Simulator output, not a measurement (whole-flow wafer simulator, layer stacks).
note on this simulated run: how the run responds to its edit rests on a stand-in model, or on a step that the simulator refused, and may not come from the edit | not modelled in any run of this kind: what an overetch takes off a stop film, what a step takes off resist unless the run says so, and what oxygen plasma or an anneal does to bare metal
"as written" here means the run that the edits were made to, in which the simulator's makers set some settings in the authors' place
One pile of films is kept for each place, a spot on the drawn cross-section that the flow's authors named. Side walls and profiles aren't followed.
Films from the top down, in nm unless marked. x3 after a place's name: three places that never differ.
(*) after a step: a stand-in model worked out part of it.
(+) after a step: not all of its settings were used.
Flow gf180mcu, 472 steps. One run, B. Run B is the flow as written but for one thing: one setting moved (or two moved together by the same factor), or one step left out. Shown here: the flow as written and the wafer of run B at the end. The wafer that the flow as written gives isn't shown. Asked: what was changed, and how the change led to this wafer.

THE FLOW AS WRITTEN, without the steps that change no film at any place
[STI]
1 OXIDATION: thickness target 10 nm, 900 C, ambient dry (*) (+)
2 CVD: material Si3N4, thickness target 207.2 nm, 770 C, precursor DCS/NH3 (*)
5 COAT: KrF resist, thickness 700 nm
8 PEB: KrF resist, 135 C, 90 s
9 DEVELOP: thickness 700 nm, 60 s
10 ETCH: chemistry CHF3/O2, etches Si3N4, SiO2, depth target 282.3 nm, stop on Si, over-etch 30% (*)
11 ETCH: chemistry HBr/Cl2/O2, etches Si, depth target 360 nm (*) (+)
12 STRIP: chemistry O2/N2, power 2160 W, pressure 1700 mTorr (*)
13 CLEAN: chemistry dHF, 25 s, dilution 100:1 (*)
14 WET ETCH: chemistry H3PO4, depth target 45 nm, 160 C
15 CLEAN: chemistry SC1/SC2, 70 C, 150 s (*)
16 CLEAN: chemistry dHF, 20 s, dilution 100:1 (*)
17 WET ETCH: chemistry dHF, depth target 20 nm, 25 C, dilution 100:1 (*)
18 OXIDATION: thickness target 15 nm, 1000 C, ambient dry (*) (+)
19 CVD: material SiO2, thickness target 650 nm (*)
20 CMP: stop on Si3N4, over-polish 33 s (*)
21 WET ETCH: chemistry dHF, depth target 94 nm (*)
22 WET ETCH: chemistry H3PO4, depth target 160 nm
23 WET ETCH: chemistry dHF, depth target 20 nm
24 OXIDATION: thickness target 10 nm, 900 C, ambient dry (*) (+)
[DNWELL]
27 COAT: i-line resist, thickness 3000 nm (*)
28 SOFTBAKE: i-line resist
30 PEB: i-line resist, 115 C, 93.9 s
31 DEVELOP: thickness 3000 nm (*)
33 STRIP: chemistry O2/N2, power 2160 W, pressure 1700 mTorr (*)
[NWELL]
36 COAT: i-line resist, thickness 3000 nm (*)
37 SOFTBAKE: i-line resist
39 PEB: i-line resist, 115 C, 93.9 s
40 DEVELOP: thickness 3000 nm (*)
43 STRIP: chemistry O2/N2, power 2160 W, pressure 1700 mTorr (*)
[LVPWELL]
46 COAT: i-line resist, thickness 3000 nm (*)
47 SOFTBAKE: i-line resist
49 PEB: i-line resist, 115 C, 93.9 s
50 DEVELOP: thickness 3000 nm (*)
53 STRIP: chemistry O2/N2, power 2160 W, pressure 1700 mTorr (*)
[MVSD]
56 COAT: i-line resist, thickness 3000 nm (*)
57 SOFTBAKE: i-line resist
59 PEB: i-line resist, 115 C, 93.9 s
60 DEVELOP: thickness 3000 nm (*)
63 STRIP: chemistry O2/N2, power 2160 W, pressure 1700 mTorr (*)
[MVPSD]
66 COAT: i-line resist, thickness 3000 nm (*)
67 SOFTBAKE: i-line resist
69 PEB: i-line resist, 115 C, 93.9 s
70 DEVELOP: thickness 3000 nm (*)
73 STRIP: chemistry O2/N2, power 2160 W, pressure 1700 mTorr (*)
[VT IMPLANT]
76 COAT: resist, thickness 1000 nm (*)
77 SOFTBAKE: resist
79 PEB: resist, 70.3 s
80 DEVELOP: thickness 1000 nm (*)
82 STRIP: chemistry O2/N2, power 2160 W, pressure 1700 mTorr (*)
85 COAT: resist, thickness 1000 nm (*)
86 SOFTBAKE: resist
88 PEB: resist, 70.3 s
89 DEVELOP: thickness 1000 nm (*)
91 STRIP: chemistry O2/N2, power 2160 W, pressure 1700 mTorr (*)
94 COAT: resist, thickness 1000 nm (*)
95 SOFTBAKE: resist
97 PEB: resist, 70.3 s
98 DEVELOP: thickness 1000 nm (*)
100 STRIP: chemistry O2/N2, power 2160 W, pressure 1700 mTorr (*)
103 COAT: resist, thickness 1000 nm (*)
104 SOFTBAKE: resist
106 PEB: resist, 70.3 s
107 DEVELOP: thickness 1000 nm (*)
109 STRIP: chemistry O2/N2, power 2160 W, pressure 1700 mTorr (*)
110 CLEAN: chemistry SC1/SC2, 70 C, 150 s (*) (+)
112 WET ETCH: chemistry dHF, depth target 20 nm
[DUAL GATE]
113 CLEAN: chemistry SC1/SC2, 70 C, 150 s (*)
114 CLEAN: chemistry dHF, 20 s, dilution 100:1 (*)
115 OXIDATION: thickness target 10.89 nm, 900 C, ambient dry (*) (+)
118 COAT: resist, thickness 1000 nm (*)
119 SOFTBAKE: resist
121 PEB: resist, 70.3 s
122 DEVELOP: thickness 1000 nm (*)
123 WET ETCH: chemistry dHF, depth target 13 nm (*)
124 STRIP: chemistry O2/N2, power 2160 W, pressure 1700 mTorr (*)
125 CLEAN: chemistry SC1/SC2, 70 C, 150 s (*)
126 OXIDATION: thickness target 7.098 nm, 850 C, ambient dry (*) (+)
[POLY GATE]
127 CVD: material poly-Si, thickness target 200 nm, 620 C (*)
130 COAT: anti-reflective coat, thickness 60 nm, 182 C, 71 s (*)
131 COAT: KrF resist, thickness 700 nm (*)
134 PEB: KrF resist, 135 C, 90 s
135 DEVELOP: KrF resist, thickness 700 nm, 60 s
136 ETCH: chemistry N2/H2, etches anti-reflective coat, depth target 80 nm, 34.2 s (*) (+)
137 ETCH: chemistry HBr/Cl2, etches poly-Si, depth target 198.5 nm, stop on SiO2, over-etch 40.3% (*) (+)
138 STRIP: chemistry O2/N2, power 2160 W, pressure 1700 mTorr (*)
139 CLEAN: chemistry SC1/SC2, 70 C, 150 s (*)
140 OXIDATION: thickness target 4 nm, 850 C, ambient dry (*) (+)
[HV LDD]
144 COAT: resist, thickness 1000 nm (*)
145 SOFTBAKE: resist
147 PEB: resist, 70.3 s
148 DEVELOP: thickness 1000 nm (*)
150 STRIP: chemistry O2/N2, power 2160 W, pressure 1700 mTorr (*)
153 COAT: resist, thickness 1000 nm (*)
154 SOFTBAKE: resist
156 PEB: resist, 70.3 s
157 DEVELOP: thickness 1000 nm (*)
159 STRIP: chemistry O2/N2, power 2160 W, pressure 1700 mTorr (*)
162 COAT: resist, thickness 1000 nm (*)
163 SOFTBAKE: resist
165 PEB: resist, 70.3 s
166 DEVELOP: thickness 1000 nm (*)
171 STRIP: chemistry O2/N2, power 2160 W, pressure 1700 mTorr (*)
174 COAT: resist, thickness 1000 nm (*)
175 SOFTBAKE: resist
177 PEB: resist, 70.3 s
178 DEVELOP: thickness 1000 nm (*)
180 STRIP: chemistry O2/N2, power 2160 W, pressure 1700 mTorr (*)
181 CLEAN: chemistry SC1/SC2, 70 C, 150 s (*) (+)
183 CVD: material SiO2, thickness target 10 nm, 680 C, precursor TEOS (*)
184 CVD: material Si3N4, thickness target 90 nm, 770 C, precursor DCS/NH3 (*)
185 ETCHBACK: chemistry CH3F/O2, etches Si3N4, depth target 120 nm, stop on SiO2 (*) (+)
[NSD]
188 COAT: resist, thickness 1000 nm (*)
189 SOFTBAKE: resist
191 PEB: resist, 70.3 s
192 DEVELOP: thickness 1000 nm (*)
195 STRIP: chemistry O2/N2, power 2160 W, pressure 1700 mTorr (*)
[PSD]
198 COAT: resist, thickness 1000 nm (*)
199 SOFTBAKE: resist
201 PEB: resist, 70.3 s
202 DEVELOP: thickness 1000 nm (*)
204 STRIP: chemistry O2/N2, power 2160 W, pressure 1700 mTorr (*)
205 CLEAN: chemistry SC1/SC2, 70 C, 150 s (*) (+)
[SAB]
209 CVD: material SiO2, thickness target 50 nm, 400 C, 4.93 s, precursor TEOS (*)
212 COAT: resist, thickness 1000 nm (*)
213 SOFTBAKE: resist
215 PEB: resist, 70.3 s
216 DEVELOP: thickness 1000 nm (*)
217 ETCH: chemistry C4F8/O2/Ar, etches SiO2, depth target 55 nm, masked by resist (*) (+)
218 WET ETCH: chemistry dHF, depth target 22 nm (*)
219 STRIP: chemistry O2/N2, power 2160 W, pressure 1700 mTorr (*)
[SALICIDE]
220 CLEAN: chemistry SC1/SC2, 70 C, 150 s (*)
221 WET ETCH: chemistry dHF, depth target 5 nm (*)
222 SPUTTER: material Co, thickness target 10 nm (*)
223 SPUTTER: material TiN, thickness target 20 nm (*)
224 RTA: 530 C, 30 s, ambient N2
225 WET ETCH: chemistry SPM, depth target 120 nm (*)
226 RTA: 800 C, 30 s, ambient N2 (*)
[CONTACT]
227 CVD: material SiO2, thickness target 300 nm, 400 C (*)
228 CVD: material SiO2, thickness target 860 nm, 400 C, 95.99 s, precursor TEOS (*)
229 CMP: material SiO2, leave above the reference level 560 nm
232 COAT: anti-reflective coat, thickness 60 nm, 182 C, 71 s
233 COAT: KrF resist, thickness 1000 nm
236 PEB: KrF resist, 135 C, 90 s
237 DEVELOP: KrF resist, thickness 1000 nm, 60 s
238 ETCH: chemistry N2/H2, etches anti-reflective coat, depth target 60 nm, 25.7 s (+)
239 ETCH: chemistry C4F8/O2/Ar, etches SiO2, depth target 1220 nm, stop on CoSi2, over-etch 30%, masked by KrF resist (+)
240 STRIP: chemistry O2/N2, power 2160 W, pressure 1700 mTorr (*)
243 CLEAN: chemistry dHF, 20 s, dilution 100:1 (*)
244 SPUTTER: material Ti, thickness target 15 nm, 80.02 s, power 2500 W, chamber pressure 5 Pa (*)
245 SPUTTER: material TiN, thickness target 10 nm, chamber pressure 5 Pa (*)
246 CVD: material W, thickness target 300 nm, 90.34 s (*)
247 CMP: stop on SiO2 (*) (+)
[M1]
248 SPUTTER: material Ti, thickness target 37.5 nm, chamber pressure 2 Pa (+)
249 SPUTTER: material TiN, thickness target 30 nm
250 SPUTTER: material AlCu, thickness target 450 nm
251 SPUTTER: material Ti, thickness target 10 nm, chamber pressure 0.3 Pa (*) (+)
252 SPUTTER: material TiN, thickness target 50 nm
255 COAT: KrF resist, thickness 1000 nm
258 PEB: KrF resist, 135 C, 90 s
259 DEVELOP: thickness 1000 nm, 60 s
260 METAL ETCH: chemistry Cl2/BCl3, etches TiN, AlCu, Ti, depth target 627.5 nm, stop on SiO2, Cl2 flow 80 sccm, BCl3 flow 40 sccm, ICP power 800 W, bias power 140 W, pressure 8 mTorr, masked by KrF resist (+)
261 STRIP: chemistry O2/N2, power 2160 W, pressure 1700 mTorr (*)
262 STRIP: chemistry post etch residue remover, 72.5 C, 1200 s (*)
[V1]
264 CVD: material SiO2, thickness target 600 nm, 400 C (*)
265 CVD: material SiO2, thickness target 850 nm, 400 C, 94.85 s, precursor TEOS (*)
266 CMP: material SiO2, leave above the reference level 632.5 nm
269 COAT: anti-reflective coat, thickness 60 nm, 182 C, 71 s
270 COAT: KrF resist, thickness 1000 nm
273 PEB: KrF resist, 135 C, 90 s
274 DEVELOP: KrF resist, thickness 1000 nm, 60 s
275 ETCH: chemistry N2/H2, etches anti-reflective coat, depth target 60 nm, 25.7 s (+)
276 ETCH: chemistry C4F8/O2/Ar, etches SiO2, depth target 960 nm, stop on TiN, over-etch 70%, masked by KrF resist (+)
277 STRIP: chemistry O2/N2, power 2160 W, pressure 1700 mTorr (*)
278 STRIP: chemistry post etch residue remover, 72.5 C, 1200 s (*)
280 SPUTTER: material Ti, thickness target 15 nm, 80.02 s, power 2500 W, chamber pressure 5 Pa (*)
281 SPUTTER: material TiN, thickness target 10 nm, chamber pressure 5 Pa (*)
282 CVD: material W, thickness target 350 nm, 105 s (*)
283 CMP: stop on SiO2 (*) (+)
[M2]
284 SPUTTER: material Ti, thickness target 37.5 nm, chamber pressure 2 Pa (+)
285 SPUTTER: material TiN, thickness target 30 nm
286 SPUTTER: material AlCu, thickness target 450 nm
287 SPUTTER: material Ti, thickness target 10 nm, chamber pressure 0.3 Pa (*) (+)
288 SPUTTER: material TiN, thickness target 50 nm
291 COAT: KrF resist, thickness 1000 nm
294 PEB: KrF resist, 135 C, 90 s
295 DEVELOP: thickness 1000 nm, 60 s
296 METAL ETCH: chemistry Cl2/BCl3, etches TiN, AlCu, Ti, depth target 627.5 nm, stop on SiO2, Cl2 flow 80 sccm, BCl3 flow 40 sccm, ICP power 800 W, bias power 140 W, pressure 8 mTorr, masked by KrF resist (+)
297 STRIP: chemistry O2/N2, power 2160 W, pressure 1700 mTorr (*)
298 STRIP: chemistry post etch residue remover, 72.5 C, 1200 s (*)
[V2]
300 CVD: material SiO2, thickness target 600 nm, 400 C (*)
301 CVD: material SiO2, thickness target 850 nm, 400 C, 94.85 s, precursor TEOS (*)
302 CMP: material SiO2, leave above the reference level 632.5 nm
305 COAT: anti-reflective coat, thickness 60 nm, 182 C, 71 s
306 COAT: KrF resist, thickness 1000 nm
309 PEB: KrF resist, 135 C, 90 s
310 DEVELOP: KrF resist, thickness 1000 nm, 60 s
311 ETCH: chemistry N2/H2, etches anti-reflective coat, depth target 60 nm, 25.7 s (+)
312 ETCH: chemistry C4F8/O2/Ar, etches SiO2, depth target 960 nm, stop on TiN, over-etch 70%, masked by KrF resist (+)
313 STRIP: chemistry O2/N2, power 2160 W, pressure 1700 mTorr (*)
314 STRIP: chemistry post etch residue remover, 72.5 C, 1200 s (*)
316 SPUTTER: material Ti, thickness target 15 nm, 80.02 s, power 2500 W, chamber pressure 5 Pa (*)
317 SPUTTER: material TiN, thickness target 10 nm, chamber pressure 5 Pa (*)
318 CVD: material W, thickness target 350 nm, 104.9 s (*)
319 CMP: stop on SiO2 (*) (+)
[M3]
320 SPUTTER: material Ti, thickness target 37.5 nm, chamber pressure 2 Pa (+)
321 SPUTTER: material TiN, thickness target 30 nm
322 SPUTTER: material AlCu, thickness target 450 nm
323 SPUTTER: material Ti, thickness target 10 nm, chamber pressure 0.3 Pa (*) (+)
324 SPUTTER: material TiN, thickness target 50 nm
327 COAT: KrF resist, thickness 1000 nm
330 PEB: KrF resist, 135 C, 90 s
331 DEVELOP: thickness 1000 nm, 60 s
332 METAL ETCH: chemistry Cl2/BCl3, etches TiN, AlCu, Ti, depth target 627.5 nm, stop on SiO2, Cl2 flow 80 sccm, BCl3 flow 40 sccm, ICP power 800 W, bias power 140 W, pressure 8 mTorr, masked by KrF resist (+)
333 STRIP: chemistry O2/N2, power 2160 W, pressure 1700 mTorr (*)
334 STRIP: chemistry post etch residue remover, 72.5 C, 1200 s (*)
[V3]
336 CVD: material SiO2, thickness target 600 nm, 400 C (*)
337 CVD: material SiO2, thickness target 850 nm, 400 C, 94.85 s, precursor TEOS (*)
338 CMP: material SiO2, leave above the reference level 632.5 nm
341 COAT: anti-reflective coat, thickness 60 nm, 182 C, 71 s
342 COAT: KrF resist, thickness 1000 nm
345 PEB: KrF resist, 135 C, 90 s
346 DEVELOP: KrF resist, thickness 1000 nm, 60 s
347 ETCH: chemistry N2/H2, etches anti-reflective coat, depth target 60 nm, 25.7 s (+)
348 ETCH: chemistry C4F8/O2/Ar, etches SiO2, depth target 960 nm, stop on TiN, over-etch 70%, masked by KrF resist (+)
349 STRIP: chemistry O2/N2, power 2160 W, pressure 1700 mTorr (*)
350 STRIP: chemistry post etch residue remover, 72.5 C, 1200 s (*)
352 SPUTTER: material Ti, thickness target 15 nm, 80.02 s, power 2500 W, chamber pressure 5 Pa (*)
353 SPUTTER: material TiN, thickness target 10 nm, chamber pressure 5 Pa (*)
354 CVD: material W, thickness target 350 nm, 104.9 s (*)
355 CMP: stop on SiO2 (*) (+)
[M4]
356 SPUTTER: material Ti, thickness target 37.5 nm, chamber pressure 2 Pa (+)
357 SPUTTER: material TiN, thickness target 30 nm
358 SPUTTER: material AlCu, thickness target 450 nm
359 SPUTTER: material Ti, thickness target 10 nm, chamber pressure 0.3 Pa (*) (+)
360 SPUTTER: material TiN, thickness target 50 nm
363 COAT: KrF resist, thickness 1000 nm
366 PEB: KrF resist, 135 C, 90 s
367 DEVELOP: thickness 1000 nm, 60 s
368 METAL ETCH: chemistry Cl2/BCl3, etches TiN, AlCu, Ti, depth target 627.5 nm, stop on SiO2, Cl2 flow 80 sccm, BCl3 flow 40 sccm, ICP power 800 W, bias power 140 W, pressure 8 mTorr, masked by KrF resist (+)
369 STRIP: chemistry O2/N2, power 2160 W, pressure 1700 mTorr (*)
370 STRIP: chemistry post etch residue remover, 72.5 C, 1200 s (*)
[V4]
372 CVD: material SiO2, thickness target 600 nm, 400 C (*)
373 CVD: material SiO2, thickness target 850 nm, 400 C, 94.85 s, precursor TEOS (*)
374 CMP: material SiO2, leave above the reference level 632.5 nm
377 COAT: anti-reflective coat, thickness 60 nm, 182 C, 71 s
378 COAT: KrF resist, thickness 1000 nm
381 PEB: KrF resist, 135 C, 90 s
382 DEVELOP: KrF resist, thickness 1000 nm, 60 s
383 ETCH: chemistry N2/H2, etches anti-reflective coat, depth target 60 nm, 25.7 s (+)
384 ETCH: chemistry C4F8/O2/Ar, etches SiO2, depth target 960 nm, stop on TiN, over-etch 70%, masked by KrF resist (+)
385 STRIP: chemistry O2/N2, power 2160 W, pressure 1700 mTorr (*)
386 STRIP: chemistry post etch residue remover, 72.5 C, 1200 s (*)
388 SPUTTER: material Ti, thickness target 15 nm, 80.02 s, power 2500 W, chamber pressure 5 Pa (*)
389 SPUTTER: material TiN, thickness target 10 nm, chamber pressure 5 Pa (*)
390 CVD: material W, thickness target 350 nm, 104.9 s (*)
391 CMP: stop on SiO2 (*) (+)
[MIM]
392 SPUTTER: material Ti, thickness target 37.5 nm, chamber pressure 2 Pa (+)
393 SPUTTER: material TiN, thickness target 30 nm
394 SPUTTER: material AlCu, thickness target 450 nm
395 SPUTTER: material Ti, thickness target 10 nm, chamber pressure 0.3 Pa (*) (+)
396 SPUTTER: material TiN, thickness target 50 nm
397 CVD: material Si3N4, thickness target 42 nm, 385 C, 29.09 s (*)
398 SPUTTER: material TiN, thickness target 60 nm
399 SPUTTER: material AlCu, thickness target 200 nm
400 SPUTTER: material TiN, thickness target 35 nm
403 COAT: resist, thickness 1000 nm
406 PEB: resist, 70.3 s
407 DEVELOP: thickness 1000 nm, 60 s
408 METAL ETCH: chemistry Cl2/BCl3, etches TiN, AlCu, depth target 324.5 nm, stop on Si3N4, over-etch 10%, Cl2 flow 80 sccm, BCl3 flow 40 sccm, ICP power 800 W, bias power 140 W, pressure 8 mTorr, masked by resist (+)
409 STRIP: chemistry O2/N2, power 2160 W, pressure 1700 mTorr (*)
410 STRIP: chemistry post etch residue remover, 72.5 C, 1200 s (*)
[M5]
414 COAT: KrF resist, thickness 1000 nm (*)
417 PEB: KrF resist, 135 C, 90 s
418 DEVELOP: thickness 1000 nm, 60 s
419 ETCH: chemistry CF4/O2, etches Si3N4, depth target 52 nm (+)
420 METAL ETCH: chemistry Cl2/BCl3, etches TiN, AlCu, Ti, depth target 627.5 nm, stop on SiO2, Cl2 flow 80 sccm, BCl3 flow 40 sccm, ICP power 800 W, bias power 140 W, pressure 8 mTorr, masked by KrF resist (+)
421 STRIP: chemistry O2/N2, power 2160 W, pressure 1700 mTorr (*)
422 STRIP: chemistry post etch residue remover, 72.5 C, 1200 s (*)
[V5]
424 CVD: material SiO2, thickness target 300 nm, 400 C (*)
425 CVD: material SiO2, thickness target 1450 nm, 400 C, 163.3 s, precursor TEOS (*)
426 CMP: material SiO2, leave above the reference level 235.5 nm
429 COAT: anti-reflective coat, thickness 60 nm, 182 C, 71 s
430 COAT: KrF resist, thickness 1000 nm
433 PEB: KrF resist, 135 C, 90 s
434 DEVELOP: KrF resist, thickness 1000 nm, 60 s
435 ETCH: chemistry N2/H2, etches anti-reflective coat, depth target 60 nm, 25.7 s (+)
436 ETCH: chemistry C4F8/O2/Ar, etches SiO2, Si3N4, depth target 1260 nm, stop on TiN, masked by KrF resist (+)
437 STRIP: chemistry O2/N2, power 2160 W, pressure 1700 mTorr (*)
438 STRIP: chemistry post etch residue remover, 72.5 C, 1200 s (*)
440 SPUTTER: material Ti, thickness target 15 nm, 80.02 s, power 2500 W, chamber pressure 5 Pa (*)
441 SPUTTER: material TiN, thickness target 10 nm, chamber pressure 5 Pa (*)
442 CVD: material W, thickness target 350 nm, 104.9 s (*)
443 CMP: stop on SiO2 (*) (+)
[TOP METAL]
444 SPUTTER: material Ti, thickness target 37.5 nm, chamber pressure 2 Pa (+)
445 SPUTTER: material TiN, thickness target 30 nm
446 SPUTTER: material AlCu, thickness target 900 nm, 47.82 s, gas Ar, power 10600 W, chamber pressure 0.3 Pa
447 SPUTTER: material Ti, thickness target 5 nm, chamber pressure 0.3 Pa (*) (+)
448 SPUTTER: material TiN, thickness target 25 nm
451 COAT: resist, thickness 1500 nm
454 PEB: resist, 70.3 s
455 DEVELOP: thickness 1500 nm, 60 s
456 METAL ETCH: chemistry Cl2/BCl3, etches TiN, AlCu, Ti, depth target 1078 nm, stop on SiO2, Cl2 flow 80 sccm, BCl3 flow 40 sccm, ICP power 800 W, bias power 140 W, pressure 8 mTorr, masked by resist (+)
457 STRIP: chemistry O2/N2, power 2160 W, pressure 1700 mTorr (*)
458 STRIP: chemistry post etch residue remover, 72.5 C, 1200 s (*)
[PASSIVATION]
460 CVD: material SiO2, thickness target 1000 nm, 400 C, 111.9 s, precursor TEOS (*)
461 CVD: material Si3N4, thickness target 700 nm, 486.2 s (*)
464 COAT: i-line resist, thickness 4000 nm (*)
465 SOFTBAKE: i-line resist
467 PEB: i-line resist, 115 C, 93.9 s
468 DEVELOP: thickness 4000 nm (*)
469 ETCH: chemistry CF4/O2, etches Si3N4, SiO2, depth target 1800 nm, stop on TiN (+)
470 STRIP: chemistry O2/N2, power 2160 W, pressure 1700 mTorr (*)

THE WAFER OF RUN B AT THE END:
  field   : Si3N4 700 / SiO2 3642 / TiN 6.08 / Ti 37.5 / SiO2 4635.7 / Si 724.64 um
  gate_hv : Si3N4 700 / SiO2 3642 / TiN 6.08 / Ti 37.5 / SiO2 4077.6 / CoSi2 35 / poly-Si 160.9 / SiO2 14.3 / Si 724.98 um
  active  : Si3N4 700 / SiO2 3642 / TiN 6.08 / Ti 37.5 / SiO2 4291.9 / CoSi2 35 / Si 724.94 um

The cause: step 358, SPUTTER: thickness target 544 nm was run, where the flow has thickness target 450 nm.

How the change led to this, step by step:
  358 SPUTTER: material AlCu, thickness target 450 nm
      field, field__w1, field__w2 and 108 more: AlCu +544 (new film) (as written it would be: AlCu +450 (new film))
  368 METAL ETCH: chemistry Cl2/BCl3, etches TiN, AlCu, Ti, depth target 627.5 nm, stop on SiO2, Cl2 flow 80 sccm, BCl3 flow 40 sccm, ICP power 800 W, bias power 140 W, pressure 8 mTorr, masked by KrF resist (+)
      field, field__w1, field__w2 and 103 more: TiN -50 (all of it), Ti -10 (all of it), AlCu -544 (all of it), TiN -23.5 (as written it would be: TiN -50 (all of it), Ti -10 (all of it), AlCu -450 (all of it), TiN -30 (all of it), Ti -37.5 (all of it))
  372 CVD: material SiO2, thickness target 600 nm, 400 C (*)
      field, field__w1, field__w2 and 103 more: SiO2 +600 (new film) (as written it would be: SiO2 +600)
  374 CMP: material SiO2, leave above the reference level 632.5 nm
      field, field__w1, field__w2 and 103 more: SiO2 -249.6 (as written it would be: SiO2 -300)
Counting metal films that touch as one body, field has 1 body; the flow as written gives 0 bodies.
Counting metal films that touch as one body, gate_hv has 2 bodies (between them, from the top down: SiO2 4077.6); the flow as written gives 1 body.
Counting metal films that touch as one body, active has 2 bodies (between them, from the top down: SiO2 4291.9); the flow as written gives 1 body.
